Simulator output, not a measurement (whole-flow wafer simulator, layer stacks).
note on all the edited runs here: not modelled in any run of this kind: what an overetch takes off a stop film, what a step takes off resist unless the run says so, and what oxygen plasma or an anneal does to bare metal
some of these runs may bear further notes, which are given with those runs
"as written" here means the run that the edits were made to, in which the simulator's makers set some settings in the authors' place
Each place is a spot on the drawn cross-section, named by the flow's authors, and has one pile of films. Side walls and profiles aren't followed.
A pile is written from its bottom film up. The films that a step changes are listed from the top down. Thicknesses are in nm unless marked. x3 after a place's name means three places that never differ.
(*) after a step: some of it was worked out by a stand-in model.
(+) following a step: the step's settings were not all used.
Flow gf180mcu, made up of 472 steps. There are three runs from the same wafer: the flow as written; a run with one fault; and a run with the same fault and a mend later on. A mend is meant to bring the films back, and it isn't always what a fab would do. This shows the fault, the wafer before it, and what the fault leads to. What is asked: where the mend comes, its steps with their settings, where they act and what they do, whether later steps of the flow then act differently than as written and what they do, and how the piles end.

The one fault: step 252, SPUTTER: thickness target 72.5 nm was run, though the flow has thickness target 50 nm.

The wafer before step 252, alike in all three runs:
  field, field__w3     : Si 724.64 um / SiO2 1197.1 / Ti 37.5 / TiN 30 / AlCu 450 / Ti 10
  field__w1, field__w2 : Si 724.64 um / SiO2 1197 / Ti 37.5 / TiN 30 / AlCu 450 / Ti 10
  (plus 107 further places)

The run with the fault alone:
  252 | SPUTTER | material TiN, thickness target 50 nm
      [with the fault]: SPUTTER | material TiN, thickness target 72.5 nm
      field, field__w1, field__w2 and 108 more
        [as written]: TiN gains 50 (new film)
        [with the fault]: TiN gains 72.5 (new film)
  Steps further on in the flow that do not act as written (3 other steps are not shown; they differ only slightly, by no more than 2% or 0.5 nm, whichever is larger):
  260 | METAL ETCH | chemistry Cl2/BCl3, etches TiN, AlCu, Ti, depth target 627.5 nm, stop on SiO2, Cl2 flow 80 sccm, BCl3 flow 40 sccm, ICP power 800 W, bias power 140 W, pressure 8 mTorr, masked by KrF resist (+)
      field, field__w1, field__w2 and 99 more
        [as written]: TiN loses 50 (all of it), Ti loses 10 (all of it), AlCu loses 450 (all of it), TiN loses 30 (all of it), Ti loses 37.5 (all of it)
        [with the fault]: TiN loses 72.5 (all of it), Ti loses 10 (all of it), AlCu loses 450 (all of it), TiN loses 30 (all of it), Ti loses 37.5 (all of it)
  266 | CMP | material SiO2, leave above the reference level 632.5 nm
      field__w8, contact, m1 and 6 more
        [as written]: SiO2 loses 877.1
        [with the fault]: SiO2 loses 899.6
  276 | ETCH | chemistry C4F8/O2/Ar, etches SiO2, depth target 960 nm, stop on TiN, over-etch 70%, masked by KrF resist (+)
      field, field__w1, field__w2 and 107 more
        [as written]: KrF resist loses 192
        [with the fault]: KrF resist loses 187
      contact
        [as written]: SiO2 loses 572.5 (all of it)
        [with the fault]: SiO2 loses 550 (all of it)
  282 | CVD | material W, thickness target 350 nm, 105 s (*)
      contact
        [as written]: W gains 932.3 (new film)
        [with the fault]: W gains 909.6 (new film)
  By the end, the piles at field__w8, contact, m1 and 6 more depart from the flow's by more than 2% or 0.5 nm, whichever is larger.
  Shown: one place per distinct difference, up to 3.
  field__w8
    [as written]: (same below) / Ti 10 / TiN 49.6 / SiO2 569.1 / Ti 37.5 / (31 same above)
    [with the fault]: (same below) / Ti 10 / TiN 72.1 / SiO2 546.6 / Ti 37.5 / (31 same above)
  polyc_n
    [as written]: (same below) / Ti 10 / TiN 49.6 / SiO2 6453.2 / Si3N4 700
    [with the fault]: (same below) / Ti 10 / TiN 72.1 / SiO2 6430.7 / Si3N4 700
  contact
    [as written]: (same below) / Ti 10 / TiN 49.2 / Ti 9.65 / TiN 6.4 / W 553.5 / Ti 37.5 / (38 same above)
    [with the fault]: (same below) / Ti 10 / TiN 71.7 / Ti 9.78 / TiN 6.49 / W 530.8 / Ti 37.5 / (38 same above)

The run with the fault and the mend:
  The mend follows step 259.
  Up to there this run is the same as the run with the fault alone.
  259a | STRIP | chemistry O2/N2, power 2160 W, pressure 1700 mTorr (*)
      field__w8, contact, m1 and 6 more
        KrF resist loses 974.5 (all of it)
  259b | METAL ETCH | chemistry Cl2/BCl3, etches TiN, AlCu, Ti, depth target 22.5 nm, Cl2 flow 80 sccm, BCl3 flow 40 sccm, ICP power 800 W, bias power 140 W, pressure 8 mTorr
      field, field__w1, field__w2 and 108 more
        TiN loses 22.5
  259c | HMDS | 120 C, 60 s (a further turn of the flow's step 254)
      alters no film at any place that is followed
  259d | COAT | KrF resist, thickness 1000 nm (a further turn of the flow's step 255)
      field, field__w1, field__w2 and 108 more
        KrF resist gains 1000 (new film)
  259e | SOFTBAKE | KrF resist (a further turn of the flow's step 256)
      alters no film at any place that is followed
  259f | EXPOSE | photomask Metal1 (a further turn of the flow's step 257)
      alters no film at any place that is followed
  259g | PEB | KrF resist, 135 C, 90 s (a further turn of the flow's step 258)
      field, field__w1, field__w2 and 108 more
        KrF resist loses 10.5
  259h | DEVELOP | thickness 1000 nm, 60 s (a further turn of the flow's step 259)
      field, field__w1, field__w2 and 99 more
        KrF resist loses 989.5 (all of it)
      field__w8, contact, m1 and 6 more
        KrF resist loses 14.9
  Later steps of the flow that are run all act as written at every place that is followed.
  The piles end the same as the flow's at every place that both follow.
